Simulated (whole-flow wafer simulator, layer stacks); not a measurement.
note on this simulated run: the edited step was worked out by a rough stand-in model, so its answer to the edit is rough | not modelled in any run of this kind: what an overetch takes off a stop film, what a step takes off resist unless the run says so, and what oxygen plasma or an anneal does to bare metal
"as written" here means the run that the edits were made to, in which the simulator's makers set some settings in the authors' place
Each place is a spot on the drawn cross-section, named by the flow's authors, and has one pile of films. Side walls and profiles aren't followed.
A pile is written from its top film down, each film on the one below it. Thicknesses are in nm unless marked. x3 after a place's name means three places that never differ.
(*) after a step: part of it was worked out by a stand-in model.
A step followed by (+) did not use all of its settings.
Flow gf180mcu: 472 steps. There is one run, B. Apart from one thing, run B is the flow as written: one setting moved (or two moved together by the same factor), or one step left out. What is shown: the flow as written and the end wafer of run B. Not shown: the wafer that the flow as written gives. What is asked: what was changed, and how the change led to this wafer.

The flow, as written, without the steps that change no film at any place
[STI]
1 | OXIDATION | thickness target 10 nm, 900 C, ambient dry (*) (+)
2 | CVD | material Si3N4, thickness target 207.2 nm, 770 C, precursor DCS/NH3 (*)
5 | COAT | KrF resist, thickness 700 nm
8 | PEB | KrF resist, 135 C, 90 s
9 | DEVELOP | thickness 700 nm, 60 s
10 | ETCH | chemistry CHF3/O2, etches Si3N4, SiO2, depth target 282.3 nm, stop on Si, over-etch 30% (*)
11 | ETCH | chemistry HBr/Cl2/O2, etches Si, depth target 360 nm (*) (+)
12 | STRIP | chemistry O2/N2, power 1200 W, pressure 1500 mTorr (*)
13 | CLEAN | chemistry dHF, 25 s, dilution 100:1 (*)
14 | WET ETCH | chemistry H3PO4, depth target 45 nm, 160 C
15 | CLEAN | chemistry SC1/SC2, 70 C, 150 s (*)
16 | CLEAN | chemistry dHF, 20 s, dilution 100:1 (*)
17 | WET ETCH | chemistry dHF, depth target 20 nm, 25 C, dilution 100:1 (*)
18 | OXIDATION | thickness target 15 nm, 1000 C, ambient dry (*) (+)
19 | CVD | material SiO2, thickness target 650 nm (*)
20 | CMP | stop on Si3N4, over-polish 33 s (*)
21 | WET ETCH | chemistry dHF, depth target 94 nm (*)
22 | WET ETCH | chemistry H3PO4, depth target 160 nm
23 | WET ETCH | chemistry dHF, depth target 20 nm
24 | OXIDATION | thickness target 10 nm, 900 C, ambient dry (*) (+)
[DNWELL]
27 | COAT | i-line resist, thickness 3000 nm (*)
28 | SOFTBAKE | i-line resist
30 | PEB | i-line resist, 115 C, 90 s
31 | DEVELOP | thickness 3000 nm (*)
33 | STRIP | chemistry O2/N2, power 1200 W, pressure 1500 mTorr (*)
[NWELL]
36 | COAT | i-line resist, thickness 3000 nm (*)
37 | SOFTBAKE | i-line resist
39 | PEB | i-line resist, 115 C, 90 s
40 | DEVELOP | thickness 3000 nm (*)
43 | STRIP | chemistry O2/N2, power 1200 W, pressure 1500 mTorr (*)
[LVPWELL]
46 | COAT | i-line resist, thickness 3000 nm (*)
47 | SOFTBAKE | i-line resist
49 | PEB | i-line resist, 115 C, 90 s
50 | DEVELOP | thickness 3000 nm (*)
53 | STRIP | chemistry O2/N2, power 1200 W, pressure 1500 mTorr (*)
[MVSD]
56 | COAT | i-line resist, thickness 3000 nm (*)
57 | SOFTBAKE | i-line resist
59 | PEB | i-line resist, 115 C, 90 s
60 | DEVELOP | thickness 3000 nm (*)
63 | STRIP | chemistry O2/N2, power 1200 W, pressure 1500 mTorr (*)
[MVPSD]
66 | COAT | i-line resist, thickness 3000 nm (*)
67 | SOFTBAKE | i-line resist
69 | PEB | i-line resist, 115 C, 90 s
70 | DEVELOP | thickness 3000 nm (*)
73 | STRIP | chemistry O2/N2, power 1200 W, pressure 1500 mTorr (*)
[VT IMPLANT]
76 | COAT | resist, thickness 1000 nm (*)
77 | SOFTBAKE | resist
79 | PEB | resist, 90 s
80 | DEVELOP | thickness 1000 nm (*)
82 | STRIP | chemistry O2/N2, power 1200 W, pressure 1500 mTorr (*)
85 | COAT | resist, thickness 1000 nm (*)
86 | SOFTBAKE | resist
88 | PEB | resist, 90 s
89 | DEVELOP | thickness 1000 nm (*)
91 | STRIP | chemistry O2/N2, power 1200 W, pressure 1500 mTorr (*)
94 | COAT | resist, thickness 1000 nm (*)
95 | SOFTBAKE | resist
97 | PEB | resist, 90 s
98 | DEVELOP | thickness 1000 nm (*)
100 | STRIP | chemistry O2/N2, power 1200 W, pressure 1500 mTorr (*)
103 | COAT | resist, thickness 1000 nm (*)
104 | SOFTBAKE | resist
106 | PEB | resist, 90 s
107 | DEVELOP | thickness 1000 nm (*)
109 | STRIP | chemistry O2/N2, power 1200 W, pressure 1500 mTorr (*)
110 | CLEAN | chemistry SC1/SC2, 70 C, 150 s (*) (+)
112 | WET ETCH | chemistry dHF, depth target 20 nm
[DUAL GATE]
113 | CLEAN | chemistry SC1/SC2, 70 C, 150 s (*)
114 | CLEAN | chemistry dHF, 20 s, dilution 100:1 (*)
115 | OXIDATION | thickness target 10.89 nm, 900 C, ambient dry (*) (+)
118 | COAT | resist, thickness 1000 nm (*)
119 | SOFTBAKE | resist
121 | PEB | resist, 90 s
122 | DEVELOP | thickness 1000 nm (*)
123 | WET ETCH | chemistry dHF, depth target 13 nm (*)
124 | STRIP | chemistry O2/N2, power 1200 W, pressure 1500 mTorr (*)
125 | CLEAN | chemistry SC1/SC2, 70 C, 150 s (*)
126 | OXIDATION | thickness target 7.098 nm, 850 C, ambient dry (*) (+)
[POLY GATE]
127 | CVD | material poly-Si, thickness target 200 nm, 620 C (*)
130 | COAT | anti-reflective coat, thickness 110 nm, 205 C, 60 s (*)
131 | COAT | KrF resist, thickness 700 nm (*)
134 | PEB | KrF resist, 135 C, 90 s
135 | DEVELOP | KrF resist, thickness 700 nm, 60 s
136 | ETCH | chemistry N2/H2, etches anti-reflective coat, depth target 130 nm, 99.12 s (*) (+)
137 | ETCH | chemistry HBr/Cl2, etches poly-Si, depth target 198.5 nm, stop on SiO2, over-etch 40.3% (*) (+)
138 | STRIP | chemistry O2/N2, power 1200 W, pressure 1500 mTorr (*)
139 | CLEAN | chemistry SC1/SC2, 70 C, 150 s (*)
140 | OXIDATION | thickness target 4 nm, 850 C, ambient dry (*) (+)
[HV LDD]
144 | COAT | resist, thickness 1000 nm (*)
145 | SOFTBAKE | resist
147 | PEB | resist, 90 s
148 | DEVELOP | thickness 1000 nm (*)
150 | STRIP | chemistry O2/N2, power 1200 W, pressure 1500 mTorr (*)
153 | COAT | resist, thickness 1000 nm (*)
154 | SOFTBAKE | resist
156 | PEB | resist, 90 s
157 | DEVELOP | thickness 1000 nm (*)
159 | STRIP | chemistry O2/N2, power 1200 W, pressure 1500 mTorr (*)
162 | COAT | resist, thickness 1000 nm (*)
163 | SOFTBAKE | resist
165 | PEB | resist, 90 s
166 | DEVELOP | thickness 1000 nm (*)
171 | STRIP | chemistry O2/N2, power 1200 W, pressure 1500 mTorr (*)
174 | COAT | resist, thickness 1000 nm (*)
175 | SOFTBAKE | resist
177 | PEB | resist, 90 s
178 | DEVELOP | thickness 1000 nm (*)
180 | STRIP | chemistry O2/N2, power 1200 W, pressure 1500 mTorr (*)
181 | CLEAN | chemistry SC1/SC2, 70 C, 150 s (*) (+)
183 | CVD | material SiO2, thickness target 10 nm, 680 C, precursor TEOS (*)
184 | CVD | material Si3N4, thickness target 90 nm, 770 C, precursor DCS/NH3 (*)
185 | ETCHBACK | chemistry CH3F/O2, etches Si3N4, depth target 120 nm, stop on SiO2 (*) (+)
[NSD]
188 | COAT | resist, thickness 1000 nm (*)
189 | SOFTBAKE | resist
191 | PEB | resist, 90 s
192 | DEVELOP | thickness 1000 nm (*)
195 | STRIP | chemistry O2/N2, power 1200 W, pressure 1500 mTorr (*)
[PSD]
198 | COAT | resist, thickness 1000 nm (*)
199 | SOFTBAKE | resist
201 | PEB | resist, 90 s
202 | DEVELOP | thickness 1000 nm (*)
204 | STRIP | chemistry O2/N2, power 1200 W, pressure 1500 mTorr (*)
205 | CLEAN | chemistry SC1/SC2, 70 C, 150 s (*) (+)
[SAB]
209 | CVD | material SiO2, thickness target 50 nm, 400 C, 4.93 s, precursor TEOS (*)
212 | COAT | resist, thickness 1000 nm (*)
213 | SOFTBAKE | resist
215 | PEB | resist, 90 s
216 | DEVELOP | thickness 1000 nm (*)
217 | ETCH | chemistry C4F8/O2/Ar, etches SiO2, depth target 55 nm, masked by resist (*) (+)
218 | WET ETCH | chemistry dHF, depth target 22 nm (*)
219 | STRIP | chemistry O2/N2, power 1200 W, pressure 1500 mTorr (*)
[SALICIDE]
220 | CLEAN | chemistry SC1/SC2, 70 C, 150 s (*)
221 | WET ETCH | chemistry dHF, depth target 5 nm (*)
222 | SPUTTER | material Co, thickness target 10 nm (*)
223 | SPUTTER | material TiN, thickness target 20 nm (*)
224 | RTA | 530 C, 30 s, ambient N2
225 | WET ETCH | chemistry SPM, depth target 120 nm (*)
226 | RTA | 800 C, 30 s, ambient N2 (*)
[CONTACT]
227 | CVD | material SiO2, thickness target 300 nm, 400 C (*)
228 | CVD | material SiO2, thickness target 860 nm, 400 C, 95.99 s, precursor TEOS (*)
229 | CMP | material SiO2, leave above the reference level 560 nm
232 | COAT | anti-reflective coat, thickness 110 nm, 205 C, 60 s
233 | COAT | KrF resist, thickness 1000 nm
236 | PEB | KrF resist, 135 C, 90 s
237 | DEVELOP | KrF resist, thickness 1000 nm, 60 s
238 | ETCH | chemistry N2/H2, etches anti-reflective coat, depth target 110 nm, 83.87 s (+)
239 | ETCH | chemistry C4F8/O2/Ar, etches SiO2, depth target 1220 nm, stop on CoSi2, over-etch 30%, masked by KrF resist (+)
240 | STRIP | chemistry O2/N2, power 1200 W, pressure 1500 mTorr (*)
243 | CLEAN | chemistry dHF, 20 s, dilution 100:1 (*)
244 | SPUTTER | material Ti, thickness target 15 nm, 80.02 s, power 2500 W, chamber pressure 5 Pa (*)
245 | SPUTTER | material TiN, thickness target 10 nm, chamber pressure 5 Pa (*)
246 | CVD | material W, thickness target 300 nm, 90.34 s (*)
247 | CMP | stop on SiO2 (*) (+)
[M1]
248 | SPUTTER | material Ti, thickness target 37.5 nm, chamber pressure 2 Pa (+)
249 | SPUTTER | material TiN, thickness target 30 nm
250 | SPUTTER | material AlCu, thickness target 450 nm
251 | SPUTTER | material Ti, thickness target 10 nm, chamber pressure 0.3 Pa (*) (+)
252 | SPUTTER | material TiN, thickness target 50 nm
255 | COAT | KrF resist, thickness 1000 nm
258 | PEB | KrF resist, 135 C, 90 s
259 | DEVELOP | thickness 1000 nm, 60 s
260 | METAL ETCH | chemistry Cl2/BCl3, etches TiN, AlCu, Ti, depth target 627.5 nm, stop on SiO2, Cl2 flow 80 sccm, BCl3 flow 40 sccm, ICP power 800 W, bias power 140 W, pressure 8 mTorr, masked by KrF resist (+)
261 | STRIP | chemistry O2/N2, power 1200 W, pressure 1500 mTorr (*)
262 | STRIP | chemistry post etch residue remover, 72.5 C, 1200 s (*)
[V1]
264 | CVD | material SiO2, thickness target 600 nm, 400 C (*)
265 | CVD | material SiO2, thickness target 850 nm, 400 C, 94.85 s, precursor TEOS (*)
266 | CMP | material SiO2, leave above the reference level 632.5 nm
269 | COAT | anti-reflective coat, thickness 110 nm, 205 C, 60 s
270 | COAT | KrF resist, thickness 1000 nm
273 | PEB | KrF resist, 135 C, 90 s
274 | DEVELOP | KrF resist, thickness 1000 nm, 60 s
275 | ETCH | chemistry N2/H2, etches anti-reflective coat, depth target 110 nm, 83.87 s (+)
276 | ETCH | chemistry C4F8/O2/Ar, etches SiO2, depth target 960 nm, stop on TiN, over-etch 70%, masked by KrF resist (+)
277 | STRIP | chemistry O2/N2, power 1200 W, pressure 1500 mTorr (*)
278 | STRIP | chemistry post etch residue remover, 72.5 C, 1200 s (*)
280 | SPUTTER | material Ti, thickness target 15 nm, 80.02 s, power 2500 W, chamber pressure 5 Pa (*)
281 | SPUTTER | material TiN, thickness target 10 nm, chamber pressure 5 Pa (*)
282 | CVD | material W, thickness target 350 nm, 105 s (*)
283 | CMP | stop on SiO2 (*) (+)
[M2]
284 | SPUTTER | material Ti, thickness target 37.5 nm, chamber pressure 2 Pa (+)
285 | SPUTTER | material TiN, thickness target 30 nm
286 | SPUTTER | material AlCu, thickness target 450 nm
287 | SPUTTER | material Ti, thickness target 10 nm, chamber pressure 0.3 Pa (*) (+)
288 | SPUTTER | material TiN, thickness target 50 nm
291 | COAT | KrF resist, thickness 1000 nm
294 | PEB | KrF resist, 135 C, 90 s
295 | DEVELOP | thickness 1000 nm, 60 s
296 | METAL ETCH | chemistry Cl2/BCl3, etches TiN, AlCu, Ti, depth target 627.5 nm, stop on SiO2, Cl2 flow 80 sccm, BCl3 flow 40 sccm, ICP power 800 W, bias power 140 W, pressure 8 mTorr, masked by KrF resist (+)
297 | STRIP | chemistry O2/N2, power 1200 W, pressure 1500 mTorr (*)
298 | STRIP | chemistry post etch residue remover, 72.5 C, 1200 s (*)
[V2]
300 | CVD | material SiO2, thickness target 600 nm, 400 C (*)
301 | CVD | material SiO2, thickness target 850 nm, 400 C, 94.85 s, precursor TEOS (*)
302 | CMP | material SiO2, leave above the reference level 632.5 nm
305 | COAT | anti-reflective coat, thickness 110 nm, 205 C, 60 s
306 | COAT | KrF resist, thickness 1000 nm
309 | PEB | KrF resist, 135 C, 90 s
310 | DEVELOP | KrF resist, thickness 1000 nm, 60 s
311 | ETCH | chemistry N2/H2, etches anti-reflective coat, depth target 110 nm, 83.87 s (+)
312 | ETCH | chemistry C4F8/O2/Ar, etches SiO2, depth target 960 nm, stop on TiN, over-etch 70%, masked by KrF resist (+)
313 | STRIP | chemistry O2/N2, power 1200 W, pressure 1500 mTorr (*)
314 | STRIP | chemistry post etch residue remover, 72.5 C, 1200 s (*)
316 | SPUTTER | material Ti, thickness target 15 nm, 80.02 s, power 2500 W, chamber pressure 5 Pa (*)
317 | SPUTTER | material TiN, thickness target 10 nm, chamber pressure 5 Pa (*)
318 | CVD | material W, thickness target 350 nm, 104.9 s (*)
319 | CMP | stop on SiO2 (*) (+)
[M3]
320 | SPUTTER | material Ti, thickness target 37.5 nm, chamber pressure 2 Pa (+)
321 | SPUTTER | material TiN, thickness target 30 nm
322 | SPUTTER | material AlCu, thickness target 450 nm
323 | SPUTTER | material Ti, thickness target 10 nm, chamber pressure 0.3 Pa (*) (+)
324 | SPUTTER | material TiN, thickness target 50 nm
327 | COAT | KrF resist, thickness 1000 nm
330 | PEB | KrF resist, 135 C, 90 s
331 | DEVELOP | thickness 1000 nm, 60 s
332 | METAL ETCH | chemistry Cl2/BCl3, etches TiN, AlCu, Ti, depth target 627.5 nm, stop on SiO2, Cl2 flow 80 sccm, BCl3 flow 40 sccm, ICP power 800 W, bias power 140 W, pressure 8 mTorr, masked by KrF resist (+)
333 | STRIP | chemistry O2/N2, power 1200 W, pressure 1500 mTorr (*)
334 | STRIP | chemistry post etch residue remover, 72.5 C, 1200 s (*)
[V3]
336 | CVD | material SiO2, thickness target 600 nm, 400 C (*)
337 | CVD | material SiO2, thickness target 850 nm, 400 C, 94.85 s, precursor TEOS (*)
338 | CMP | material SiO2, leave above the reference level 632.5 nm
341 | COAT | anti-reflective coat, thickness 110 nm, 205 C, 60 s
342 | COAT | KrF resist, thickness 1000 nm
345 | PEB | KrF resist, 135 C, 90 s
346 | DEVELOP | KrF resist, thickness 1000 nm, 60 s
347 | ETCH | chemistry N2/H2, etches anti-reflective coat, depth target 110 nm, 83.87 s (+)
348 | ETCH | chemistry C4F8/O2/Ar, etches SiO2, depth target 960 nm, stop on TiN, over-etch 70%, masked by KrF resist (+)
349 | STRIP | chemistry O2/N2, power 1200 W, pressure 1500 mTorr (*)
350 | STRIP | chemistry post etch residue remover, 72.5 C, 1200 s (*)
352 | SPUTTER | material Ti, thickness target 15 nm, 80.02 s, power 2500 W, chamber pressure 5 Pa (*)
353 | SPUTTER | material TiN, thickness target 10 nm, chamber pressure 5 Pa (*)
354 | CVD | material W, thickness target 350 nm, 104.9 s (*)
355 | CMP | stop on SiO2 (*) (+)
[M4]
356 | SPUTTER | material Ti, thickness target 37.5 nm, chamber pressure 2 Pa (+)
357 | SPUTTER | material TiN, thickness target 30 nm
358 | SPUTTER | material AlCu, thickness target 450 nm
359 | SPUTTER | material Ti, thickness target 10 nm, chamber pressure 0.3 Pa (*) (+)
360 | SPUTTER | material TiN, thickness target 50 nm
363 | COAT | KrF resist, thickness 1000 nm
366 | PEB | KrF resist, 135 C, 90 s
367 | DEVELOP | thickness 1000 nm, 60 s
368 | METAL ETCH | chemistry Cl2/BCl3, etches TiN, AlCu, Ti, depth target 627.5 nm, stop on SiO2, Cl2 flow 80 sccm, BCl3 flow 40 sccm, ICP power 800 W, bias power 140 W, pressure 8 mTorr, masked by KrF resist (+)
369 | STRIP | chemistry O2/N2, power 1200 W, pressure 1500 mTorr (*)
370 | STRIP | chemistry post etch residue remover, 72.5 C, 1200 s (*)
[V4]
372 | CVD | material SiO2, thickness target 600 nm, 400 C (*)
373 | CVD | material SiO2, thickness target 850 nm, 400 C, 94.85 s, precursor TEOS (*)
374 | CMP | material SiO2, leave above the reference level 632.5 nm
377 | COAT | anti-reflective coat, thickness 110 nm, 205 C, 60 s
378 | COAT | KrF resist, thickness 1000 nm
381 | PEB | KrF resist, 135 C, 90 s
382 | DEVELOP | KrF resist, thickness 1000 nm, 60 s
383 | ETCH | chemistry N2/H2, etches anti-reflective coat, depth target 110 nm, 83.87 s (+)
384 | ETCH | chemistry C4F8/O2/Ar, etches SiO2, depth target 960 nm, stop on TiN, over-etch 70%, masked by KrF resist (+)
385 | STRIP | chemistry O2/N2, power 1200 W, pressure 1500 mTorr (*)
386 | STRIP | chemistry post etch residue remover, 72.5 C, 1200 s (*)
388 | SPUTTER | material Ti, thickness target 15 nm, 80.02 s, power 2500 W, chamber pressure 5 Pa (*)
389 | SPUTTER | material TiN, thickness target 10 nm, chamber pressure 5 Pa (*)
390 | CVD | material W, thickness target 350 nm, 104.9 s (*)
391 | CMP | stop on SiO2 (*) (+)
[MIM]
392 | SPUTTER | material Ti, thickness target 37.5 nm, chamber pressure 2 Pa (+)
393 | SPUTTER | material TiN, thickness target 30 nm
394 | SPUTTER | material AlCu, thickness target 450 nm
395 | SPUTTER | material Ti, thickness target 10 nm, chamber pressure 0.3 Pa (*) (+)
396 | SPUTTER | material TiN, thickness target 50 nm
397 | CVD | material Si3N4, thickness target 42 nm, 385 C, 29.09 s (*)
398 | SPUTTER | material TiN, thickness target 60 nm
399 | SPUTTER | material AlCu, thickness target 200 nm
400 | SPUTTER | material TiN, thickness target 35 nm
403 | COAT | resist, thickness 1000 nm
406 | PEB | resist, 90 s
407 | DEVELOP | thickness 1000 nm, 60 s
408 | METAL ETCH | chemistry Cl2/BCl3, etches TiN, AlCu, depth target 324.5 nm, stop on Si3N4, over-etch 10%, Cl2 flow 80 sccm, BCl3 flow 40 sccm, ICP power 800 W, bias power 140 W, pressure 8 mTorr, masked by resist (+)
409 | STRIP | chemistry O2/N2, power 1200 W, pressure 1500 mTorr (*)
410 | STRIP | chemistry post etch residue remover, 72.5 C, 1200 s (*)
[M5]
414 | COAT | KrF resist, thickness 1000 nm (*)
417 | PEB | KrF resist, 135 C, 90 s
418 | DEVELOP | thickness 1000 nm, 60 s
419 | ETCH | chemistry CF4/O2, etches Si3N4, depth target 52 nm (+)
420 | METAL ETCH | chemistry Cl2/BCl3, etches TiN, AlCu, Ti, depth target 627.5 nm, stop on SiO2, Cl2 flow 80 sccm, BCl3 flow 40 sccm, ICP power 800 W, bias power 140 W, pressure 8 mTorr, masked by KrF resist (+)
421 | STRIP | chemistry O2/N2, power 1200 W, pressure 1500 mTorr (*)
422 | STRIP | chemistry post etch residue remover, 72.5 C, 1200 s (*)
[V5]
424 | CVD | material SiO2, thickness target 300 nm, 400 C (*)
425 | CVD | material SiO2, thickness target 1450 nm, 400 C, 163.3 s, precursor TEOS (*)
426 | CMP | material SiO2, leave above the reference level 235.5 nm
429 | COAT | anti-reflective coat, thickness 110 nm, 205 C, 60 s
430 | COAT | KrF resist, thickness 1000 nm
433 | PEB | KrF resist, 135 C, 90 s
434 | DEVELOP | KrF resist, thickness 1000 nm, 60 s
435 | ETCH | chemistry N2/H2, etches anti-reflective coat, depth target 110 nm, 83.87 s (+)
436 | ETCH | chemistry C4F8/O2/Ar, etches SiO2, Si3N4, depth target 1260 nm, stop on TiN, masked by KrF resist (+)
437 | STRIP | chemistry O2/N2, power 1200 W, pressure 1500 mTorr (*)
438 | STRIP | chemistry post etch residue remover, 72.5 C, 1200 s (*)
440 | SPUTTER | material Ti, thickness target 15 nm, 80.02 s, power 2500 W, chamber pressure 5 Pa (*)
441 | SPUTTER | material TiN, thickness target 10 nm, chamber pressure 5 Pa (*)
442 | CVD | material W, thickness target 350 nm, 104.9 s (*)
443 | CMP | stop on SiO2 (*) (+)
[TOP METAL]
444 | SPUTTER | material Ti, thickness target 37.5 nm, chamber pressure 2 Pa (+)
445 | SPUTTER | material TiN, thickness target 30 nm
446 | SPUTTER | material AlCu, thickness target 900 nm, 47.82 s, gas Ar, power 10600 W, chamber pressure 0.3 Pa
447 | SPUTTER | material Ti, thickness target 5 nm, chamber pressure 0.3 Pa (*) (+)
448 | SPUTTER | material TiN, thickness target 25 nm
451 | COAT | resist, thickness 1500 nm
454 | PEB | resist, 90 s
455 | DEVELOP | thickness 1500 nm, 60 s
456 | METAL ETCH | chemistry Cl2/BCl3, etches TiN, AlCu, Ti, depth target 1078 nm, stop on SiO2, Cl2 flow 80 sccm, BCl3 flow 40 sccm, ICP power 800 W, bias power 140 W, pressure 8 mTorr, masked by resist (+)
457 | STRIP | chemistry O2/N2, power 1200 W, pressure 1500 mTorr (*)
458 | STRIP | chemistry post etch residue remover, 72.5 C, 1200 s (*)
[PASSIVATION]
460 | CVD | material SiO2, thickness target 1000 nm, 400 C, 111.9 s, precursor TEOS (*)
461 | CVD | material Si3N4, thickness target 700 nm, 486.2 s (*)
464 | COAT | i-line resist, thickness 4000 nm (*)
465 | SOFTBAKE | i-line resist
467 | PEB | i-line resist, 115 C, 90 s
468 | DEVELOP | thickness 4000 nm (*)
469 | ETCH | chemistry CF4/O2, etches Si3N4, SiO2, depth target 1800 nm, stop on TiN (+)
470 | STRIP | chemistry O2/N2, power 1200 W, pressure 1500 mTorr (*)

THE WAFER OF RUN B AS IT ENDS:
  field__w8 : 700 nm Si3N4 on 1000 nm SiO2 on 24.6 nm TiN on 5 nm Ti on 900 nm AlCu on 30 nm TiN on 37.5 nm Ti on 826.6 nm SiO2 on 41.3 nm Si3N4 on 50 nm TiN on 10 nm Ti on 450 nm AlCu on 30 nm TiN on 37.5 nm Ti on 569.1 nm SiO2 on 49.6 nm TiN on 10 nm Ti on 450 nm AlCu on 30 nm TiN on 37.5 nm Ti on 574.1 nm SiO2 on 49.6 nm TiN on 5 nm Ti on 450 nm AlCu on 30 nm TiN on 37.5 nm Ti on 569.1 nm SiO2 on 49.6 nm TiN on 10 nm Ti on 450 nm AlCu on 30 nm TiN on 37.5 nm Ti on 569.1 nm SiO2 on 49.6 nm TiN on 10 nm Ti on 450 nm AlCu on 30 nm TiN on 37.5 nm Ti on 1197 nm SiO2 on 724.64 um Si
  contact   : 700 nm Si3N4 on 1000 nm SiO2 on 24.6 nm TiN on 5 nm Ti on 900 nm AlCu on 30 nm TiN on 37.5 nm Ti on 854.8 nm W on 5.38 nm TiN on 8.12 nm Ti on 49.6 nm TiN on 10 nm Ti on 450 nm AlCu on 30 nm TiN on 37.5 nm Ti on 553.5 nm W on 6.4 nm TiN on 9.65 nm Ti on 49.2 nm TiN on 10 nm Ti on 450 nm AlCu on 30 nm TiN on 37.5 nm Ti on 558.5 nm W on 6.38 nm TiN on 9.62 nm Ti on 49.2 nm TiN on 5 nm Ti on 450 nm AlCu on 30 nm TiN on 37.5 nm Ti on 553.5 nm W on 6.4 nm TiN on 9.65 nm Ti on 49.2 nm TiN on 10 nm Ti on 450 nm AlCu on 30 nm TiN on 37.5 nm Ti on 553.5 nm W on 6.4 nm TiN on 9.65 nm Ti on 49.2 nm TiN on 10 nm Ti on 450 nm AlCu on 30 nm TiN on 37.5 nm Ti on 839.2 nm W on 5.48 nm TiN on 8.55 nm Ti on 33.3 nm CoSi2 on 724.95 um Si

Cause: step 323, SPUTTER: thickness target 5 nm was run, though the flow has thickness target 10 nm.
One can read it off the wafer: field__w8 has Ti 5, and step 323 as written asks for 10 nm.

How this came from the change, step by step:
  323 | SPUTTER | material Ti, thickness target 10 nm, chamber pressure 0.3 Pa (*) (+)
      field, field__w1, field__w2 and 108 more: +5 Ti (new film) (in the flow as written it would be: +10 Ti (new film))
  332 | METAL ETCH | chemistry Cl2/BCl3, etches TiN, AlCu, Ti, depth target 627.5 nm, stop on SiO2, Cl2 flow 80 sccm, BCl3 flow 40 sccm, ICP power 800 W, bias power 140 W, pressure 8 mTorr, masked by KrF resist (+)
      field, field__w1, field__w2 and 103 more: -50 TiN (all of it), -5 Ti (all of it), -450 AlCu (all of it), -30 TiN (all of it), -37.5 Ti (all of it) (in the flow as written it would be: -50 TiN (all of it), -10 Ti (all of it), -450 AlCu (all of it), -30 TiN (all of it), -37.5 Ti (all of it))
